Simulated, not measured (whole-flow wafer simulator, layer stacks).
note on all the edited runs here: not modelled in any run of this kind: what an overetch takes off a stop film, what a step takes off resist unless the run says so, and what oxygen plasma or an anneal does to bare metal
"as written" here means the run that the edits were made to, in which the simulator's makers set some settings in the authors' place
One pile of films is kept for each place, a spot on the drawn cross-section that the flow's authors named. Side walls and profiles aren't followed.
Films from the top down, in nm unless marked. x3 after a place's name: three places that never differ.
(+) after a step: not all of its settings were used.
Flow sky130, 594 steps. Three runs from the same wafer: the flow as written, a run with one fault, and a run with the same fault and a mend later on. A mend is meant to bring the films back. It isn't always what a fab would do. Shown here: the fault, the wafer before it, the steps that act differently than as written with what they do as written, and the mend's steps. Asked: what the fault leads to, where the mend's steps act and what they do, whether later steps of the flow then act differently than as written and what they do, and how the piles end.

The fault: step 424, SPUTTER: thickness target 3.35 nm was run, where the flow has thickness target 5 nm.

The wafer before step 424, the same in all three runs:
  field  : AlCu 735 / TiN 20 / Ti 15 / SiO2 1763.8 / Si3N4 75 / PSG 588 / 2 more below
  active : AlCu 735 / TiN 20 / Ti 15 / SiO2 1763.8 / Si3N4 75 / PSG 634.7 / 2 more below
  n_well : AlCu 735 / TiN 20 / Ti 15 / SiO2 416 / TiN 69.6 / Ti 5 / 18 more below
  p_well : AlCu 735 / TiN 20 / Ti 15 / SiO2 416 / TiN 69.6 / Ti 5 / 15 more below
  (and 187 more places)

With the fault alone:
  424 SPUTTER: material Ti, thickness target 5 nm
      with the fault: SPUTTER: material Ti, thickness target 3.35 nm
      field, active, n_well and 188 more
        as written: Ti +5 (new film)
        with the fault: Ti +3.35 (new film)
  Later steps of the flow that act differently than as written (18 more steps differ only slightly, by at most 2% or 0.5 nm, whichever is larger, and aren't shown):
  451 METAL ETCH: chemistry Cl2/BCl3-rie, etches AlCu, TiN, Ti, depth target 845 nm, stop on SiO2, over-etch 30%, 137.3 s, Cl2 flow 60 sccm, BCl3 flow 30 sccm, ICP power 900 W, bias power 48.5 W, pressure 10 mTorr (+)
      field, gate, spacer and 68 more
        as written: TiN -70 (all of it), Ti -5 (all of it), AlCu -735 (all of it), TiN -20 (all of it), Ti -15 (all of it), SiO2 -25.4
        with the fault: TiN -70 (all of it), Ti -3.35 (all of it), AlCu -735 (all of it), TiN -20 (all of it), Ti -15 (all of it), SiO2 -25.5
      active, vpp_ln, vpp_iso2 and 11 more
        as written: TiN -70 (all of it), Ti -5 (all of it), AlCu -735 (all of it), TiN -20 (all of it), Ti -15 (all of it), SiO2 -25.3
        with the fault: TiN -70 (all of it), Ti -3.35 (all of it), AlCu -735 (all of it), TiN -20 (all of it), Ti -15 (all of it), SiO2 -25.5
  At the end the piles differ from the flow's by more than 2% or 0.5 nm, whichever is larger, at n_well, p_well, gate_hv and 104 more.
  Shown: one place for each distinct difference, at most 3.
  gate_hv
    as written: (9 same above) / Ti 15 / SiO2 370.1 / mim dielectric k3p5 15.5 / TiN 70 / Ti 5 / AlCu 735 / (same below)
    with the fault: (9 same above) / Ti 15 / SiO2 371.8 / mim dielectric k3p5 15.5 / TiN 70 / Ti 3.35 / AlCu 735 / (same below)
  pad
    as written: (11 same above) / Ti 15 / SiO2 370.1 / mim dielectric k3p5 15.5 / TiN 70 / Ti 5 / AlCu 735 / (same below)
    with the fault: (11 same above) / Ti 15 / SiO2 371.8 / mim dielectric k3p5 15.5 / TiN 70 / Ti 3.35 / AlCu 735 / (same below)
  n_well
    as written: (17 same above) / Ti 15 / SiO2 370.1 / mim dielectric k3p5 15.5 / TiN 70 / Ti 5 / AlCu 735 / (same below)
    with the fault: (17 same above) / Ti 15 / SiO2 371.8 / mim dielectric k3p5 15.5 / TiN 70 / Ti 3.35 / AlCu 735 / (same below)

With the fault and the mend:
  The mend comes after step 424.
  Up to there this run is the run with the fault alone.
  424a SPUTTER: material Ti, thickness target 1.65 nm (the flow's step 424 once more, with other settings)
      field, active, n_well and 188 more
        Ti +1.65
  No later step of the flow acts differently than as written at any place that is followed.
  At the end the piles are the same as the flow's at every place that both follow.
